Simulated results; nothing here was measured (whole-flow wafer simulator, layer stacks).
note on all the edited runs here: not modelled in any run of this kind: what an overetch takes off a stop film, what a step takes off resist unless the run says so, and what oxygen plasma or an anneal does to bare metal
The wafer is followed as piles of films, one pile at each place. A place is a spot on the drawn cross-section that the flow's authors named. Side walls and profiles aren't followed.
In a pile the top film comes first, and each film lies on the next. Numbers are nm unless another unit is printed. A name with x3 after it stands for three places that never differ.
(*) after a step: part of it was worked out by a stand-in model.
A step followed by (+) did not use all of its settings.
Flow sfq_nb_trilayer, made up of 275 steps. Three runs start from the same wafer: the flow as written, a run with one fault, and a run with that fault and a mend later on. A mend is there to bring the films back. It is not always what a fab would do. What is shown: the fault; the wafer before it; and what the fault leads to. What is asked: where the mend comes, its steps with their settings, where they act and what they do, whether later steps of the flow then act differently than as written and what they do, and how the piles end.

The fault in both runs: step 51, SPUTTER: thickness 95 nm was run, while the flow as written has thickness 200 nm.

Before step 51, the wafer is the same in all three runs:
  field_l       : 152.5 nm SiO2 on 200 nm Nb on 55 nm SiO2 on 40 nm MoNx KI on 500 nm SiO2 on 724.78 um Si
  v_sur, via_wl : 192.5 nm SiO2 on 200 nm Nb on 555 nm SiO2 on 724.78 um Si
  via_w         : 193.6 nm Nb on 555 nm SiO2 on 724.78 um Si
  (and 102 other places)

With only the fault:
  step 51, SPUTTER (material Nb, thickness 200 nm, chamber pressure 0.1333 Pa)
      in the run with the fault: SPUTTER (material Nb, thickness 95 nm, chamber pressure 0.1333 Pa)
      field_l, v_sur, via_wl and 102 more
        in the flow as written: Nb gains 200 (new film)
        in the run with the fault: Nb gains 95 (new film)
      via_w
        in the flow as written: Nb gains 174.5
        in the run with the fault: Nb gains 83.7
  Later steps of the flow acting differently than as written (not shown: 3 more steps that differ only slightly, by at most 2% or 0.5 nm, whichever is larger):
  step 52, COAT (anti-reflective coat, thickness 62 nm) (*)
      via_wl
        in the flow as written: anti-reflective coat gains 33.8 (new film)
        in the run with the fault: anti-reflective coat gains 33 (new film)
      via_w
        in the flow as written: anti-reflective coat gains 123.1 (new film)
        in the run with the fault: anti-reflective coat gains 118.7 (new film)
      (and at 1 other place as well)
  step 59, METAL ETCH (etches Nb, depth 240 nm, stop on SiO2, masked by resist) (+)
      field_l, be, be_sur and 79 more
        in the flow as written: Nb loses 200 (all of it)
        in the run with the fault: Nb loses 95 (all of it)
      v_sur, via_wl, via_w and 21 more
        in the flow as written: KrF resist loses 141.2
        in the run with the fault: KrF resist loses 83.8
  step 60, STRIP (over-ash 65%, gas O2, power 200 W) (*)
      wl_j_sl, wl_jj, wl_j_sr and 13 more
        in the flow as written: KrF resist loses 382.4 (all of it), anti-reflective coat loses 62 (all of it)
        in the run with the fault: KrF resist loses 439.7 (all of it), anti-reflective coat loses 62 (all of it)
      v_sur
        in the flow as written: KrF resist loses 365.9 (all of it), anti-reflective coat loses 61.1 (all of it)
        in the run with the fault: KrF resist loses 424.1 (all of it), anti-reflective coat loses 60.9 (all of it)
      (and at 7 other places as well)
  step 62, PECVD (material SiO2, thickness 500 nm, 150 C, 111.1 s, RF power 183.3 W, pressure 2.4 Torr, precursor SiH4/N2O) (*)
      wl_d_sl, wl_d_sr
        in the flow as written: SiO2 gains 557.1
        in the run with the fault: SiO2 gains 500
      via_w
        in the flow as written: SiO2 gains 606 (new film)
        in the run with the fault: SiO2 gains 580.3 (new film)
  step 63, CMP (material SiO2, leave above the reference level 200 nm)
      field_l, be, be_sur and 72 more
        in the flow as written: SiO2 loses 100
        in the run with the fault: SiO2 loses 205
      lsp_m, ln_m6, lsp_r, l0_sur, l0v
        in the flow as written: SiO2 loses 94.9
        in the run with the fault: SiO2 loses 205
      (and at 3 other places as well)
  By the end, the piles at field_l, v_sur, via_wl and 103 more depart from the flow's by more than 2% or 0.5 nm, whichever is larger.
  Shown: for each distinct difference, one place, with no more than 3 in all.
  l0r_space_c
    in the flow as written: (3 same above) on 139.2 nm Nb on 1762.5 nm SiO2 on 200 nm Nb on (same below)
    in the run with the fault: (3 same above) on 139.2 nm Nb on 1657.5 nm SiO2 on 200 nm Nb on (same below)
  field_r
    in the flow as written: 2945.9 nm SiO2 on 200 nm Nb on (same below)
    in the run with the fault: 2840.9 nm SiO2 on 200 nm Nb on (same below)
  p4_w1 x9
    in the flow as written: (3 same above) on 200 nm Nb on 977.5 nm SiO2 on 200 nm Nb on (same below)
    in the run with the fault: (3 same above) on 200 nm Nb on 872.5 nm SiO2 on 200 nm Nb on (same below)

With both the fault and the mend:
  After step 51 comes the mend.
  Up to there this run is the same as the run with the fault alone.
  step 51a, SPUTTER (material Nb, thickness 105 nm, chamber pressure 0.1333 Pa) (the flow's step 51, run once more with other settings)
      field_l, v_sur, via_wl and 102 more
        Nb gains 105
      via_w
        Nb gains 86.5
  None of the later steps of the flow differs from how it acts as written, at any place that is followed, by more than 2% or 0.5 nm, whichever is larger.
  At the end the piles are close to the flow's at the places that both follow, differing by at most 2% or 0.5 nm, whichever is larger.
